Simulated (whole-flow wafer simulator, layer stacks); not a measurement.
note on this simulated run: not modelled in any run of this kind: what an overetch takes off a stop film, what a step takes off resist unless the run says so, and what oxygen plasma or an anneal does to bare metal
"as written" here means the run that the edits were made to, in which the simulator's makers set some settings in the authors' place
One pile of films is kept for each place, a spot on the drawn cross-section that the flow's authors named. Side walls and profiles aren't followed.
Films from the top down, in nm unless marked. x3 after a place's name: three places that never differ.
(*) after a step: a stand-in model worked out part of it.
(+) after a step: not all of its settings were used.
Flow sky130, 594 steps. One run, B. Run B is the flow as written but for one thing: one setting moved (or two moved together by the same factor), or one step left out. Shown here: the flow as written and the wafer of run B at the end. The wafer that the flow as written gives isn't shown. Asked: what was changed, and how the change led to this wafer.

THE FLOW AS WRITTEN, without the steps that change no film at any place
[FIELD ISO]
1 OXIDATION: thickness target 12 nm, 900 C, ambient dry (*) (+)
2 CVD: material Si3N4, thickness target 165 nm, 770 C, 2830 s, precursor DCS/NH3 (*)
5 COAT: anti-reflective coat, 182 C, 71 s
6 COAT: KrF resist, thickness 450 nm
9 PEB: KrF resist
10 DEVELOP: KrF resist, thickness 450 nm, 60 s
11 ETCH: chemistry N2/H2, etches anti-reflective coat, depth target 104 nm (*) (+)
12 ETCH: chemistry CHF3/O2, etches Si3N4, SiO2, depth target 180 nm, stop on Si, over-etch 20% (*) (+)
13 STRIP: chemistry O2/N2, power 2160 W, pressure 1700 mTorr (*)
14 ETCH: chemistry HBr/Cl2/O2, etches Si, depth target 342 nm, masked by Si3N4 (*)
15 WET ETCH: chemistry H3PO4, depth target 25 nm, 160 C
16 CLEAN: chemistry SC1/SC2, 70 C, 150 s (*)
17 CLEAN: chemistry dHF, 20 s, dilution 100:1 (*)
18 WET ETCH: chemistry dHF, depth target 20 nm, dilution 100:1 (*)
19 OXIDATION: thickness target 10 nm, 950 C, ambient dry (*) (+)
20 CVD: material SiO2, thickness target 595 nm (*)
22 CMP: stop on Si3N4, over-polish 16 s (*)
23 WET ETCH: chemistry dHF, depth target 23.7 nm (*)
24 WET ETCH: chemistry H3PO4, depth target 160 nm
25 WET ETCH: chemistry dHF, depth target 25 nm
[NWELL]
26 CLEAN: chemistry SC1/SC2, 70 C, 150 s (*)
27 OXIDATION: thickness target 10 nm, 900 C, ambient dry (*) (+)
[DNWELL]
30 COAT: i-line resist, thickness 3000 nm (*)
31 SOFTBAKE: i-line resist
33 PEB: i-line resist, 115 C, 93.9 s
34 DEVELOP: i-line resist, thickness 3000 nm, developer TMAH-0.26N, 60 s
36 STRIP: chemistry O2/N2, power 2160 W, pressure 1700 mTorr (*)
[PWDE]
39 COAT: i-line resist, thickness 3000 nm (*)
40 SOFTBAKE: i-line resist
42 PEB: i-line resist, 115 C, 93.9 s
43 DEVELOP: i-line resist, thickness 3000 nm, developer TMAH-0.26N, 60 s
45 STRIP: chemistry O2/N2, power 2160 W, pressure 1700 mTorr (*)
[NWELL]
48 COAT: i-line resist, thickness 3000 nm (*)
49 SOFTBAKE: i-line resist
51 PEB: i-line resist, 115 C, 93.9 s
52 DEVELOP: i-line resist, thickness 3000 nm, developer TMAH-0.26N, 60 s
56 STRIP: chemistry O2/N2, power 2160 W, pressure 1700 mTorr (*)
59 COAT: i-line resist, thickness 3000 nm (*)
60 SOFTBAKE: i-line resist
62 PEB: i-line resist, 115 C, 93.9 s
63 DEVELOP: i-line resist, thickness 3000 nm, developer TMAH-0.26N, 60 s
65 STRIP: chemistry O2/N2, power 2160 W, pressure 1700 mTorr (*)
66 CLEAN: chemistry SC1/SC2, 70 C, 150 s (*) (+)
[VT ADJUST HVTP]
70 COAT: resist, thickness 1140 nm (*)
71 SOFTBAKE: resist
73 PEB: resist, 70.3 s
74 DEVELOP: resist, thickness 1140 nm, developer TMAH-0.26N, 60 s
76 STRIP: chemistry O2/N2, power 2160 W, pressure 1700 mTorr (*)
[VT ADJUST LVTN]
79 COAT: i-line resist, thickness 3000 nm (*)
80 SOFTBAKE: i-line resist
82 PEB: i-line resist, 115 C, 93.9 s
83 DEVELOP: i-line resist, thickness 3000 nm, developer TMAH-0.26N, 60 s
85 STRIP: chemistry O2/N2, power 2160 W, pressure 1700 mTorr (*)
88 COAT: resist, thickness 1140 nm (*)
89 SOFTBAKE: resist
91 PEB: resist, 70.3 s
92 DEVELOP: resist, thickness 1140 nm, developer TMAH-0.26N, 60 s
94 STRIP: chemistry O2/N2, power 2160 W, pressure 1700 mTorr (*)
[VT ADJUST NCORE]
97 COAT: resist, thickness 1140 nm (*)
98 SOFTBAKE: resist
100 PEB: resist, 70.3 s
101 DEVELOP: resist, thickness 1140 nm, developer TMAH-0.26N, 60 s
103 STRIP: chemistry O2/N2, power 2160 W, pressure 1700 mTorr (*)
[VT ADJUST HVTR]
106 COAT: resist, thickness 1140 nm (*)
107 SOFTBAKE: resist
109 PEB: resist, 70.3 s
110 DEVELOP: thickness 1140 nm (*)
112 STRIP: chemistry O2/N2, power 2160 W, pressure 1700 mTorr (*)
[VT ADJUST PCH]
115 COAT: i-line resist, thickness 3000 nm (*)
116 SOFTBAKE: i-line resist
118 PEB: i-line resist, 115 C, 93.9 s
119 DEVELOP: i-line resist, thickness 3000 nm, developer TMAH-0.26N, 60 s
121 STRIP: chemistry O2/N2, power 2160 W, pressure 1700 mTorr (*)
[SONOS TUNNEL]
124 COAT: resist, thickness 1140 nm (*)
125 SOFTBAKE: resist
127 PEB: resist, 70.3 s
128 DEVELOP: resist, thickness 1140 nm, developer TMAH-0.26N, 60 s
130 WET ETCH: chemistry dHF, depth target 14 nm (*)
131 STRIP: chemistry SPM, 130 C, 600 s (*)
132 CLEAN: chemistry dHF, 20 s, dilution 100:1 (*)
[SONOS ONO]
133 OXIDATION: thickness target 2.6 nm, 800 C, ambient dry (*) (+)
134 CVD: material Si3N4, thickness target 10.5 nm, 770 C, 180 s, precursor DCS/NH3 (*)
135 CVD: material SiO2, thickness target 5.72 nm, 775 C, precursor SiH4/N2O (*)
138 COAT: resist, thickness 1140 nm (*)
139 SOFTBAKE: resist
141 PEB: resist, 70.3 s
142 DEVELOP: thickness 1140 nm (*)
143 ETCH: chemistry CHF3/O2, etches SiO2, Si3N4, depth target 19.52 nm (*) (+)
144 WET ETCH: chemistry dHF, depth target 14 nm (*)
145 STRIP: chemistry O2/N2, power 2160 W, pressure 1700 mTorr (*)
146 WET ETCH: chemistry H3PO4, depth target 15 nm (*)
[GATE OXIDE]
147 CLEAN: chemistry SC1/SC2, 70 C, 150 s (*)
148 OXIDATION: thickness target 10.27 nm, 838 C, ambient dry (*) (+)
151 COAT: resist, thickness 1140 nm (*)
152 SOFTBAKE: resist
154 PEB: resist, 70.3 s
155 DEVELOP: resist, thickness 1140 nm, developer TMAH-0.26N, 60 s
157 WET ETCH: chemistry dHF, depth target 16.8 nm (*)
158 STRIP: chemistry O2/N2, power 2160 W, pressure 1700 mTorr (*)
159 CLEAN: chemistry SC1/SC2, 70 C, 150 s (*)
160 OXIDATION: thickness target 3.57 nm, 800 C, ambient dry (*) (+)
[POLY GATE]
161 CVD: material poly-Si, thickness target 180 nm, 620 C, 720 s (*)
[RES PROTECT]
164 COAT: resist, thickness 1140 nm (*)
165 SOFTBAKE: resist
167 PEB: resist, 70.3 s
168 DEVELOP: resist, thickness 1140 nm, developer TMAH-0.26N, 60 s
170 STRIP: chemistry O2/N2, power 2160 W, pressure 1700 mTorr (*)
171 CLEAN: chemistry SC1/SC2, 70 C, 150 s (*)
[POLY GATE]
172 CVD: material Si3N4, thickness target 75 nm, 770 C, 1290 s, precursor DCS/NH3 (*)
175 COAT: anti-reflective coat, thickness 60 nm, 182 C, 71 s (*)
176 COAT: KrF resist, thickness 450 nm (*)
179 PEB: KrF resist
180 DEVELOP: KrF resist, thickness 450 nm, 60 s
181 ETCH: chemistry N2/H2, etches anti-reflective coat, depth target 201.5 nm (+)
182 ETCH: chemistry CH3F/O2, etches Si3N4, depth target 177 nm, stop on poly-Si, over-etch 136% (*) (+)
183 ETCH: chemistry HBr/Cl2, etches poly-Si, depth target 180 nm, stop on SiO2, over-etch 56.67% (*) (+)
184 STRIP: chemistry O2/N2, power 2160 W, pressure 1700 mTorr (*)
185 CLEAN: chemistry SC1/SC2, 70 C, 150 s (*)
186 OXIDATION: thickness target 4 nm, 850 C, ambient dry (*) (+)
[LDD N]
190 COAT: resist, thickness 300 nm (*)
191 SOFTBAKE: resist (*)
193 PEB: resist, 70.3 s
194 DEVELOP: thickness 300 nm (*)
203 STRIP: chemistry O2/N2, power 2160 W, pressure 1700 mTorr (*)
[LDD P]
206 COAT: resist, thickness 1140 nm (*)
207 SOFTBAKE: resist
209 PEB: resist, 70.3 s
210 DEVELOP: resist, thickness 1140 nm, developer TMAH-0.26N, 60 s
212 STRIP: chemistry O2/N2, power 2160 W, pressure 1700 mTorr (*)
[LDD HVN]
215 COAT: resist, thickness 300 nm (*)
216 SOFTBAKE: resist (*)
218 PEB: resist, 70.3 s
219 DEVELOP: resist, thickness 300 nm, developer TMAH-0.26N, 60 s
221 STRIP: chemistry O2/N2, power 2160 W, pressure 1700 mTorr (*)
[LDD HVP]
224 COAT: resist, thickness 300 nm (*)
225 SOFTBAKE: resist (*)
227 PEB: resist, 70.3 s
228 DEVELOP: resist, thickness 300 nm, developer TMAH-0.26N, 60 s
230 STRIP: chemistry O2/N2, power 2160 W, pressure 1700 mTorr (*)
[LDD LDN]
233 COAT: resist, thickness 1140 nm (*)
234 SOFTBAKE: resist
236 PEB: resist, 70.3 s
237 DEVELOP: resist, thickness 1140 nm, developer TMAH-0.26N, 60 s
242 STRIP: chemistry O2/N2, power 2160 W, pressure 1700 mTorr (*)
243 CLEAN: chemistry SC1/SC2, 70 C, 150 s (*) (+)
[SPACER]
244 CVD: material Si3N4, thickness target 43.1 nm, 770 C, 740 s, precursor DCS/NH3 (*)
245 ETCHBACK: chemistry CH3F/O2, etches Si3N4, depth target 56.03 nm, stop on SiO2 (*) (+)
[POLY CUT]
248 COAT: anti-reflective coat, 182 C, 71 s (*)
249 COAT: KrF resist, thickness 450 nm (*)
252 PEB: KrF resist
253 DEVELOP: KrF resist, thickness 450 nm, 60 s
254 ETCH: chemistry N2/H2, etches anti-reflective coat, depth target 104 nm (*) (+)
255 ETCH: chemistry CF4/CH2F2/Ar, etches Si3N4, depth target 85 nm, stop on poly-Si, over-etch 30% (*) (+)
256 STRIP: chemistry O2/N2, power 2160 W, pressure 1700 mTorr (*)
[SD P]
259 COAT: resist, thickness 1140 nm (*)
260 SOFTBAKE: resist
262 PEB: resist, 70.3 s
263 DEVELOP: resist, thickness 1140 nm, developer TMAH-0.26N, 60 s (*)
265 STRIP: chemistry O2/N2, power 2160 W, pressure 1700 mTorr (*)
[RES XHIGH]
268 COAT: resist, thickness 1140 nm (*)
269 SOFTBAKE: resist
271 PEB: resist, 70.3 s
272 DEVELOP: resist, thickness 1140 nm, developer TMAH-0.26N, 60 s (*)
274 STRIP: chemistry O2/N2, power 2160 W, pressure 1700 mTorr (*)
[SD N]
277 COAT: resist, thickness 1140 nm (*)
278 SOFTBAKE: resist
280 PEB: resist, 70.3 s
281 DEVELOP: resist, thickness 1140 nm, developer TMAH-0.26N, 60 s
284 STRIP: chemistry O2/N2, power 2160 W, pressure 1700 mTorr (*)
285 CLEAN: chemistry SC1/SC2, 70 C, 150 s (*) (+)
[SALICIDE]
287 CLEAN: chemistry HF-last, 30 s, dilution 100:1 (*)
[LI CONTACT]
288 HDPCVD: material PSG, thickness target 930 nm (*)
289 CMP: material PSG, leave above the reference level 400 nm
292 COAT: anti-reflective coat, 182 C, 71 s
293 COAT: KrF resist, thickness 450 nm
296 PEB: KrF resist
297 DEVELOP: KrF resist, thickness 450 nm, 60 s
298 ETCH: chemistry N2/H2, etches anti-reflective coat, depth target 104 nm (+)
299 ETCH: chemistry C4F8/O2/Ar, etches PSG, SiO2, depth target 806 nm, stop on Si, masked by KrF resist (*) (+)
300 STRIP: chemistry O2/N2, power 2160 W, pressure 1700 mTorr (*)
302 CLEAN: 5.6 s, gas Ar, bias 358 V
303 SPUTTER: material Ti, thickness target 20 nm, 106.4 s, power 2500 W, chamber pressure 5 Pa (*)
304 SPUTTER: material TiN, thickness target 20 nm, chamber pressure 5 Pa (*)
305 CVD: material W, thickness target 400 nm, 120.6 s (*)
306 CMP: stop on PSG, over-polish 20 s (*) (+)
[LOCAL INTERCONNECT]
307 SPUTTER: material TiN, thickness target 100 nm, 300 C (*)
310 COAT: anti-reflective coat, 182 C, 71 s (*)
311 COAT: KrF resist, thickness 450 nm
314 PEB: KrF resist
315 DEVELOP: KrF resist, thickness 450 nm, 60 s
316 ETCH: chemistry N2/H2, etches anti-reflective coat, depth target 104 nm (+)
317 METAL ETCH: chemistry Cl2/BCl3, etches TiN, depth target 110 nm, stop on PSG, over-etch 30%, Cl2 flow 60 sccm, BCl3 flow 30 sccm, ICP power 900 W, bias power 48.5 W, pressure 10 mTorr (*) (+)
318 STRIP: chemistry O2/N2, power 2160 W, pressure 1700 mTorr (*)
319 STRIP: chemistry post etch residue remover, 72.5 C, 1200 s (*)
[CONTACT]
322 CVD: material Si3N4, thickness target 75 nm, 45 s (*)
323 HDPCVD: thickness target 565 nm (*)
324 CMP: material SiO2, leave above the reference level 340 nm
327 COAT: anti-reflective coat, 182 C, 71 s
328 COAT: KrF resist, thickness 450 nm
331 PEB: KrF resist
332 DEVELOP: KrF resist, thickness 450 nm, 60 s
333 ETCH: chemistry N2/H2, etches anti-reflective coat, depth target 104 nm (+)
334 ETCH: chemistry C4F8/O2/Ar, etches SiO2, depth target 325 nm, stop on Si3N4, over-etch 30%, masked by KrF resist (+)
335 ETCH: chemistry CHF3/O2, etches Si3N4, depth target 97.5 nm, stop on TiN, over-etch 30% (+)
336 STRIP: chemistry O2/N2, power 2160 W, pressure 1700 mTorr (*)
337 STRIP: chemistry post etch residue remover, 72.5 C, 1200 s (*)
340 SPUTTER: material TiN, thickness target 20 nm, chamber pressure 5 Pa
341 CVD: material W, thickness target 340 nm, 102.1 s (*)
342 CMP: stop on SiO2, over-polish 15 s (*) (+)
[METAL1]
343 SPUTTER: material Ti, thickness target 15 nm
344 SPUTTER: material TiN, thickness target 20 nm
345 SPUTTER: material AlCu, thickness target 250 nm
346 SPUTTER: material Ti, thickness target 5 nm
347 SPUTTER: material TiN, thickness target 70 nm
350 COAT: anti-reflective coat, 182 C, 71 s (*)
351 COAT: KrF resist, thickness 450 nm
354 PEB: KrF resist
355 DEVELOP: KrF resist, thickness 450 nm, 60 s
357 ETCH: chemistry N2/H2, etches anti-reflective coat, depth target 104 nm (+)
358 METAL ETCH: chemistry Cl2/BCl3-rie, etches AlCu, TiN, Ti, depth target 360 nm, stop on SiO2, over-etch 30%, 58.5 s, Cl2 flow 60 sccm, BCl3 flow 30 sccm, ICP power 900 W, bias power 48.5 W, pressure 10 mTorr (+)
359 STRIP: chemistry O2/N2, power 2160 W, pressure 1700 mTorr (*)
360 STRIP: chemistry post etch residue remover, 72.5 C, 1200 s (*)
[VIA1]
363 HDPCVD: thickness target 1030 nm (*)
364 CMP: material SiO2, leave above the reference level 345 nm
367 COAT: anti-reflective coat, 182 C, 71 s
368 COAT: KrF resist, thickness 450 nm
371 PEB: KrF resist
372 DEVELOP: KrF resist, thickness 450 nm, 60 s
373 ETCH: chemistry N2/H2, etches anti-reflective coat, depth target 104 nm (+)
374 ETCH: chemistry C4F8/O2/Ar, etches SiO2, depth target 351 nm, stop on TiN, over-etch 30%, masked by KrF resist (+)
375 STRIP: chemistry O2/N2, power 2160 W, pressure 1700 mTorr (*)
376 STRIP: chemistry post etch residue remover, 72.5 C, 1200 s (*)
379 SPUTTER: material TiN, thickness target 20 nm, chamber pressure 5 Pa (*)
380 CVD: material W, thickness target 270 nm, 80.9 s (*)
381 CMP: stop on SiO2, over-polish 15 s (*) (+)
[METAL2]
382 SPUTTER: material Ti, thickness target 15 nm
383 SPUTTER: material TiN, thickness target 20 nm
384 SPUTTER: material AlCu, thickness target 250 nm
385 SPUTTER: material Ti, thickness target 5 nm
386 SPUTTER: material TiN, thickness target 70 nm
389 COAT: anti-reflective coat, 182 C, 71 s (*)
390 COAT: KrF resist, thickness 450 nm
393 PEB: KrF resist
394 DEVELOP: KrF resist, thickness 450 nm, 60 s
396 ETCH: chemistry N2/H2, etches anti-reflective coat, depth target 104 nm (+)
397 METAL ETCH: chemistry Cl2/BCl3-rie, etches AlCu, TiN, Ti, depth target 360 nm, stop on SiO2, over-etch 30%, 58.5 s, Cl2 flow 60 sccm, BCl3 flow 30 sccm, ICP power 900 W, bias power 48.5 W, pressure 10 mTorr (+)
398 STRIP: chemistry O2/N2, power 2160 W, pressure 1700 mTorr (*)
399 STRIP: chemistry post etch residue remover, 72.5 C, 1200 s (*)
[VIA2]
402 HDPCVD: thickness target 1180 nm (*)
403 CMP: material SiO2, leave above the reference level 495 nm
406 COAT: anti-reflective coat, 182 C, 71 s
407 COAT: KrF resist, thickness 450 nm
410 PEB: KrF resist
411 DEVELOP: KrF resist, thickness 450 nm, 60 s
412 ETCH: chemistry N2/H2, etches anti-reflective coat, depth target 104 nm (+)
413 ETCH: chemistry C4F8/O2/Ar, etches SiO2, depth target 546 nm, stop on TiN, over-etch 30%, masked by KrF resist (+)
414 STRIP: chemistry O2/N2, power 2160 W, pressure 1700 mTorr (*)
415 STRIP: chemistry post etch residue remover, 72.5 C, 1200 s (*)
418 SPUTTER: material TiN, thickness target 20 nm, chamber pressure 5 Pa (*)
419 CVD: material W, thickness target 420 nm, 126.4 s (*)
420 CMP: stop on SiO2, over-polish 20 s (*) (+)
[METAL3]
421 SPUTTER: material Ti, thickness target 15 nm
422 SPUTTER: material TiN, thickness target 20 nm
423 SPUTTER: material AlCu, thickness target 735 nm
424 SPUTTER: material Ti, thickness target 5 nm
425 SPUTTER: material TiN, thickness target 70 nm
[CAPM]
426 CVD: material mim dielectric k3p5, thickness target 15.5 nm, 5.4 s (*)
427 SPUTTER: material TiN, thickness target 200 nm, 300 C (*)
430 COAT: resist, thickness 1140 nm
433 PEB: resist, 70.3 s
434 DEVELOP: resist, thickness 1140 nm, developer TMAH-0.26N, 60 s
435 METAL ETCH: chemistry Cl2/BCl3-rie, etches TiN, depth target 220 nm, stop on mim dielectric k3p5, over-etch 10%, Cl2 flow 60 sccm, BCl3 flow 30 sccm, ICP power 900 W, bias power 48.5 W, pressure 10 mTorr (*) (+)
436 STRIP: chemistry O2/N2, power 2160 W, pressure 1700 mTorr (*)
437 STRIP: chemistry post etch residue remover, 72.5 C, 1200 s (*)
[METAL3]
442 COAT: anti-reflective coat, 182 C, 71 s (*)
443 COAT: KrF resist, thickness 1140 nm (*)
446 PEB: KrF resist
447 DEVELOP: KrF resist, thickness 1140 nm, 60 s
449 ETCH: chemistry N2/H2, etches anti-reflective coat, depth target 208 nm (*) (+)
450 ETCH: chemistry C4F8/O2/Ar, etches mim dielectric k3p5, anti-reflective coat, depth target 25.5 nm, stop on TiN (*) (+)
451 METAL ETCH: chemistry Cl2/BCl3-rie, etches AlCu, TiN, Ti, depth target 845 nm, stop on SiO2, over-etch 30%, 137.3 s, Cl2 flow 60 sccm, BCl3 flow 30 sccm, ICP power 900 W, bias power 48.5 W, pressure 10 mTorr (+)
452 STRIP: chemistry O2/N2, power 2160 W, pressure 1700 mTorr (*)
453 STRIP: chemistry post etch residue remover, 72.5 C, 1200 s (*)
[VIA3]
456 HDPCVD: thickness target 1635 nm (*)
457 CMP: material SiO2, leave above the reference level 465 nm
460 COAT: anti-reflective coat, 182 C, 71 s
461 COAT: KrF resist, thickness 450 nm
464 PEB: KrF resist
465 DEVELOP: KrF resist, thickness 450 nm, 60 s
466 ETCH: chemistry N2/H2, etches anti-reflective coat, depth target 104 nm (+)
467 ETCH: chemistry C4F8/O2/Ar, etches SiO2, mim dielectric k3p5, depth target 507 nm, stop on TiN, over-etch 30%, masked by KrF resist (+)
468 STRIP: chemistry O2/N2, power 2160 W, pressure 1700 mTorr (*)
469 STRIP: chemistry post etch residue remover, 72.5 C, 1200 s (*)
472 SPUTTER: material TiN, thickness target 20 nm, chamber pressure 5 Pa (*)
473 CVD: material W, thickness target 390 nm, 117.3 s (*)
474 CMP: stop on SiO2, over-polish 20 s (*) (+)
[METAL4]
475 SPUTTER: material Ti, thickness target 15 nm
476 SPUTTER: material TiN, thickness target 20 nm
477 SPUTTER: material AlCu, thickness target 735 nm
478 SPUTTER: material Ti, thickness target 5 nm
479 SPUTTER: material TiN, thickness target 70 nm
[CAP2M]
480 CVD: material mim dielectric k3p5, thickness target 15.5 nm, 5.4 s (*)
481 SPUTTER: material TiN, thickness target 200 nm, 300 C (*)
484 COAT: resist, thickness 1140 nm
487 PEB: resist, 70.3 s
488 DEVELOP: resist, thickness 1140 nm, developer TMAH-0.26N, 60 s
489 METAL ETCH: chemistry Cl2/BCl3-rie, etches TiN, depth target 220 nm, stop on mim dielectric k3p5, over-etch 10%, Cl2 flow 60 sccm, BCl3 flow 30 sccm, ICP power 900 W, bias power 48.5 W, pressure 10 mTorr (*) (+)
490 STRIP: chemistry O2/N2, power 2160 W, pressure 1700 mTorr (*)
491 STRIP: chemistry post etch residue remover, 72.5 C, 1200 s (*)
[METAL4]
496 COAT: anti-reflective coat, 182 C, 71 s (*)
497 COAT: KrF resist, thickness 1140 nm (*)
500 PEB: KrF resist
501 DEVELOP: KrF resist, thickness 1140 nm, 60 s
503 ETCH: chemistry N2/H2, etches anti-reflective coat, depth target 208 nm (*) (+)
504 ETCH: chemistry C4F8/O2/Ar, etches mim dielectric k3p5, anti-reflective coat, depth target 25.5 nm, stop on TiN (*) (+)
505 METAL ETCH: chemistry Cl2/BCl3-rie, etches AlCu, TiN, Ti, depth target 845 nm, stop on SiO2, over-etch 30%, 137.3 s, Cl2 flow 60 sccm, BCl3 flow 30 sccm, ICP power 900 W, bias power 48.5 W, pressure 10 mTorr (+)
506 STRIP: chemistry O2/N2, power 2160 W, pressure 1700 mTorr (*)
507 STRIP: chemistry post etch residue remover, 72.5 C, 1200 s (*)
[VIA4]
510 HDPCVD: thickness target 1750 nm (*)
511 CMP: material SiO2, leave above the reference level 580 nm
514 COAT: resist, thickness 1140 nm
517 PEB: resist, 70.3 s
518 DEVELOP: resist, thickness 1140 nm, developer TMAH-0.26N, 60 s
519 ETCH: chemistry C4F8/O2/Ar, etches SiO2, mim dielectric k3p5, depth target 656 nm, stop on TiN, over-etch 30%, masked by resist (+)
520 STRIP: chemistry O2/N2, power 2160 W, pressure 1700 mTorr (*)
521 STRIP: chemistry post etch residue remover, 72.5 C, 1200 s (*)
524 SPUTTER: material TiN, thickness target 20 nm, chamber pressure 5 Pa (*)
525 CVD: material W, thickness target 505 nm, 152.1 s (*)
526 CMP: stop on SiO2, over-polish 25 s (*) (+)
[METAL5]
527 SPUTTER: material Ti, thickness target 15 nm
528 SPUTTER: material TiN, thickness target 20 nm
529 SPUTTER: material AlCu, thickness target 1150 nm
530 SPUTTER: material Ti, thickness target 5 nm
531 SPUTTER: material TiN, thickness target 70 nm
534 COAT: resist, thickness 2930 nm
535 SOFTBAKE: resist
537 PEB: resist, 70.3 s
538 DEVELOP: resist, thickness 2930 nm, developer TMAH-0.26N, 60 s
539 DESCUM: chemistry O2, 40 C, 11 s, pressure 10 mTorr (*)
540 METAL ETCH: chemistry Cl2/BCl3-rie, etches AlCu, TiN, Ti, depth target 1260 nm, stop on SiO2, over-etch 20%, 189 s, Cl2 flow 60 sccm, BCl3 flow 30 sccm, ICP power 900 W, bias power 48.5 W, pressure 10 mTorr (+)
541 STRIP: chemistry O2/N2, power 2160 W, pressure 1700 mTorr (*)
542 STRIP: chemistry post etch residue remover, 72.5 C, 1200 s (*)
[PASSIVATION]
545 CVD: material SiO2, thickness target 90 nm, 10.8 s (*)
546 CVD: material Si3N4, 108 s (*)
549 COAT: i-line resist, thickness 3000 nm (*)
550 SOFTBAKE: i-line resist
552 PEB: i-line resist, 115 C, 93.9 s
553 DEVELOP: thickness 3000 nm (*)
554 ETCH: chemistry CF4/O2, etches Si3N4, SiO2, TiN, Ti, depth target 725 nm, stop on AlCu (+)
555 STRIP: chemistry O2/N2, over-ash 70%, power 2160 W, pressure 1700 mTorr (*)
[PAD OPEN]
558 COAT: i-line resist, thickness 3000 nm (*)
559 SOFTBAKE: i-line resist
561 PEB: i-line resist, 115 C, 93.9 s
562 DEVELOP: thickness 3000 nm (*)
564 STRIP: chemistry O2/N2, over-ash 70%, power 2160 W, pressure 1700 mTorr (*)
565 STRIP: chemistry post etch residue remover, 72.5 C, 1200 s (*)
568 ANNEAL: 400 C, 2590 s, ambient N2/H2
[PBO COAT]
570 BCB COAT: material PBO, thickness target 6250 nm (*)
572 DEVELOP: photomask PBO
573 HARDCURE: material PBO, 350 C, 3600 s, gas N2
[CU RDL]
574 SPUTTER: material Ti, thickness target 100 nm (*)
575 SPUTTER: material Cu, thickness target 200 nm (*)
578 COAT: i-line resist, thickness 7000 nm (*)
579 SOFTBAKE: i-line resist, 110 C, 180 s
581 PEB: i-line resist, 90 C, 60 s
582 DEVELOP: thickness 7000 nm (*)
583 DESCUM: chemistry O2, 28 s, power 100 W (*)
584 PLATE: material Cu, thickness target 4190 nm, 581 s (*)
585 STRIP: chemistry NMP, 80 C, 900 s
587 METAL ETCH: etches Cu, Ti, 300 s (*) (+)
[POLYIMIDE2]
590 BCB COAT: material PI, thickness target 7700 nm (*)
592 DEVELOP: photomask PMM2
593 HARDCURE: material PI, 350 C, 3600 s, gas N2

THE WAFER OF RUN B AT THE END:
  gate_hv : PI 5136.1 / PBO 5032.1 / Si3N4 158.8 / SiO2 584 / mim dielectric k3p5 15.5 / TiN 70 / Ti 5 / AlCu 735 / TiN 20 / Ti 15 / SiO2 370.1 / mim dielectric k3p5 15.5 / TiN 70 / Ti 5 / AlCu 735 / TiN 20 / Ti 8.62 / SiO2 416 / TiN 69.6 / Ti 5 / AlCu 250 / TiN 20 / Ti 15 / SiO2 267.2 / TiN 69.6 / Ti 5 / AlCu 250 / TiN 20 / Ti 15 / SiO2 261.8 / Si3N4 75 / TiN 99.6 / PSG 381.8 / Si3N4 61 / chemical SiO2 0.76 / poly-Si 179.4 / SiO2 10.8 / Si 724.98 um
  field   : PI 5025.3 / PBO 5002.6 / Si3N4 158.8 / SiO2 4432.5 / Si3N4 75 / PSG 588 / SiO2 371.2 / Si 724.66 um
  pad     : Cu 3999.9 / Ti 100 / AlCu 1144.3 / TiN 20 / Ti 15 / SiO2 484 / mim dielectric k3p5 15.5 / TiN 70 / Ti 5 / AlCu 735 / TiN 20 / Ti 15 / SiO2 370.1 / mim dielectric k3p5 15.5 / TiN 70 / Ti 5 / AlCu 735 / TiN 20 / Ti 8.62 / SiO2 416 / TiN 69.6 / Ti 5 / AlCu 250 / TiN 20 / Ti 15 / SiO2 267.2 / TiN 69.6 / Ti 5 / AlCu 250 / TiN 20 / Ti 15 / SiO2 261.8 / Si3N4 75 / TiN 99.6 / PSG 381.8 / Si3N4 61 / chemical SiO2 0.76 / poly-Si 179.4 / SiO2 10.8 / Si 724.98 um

The cause: step 421, SPUTTER: thickness target 8.62 nm was run, where the flow has thickness target 15 nm.
It can be read off the wafer: gate_hv has Ti 8.62, and step 421 as written asks for 15 nm.

How the change led to this, step by step:
  421 SPUTTER: material Ti, thickness target 15 nm
      field, active, n_well and 188 more: Ti +8.62 (new film) (as written it would be: Ti +15 (new film))
  451 METAL ETCH: chemistry Cl2/BCl3-rie, etches AlCu, TiN, Ti, depth target 845 nm, stop on SiO2, over-etch 30%, 137.3 s, Cl2 flow 60 sccm, BCl3 flow 30 sccm, ICP power 900 W, bias power 48.5 W, pressure 10 mTorr (+)
      field, gate, spacer and 68 more: TiN -70 (all of it), Ti -5 (all of it), AlCu -735 (all of it), TiN -20 (all of it), Ti -8.62 (all of it), SiO2 -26 (as written it would be: TiN -70 (all of it), Ti -5 (all of it), AlCu -735 (all of it), TiN -20 (all of it), Ti -15 (all of it), SiO2 -25.4)
      active, vpp_ln, vpp_iso2 and 11 more: TiN -70 (all of it), Ti -5 (all of it), AlCu -735 (all of it), TiN -20 (all of it), Ti -8.62 (all of it), SiO2 -26 (as written it would be: TiN -70 (all of it), Ti -5 (all of it), AlCu -735 (all of it), TiN -20 (all of it), Ti -15 (all of it), SiO2 -25.3)
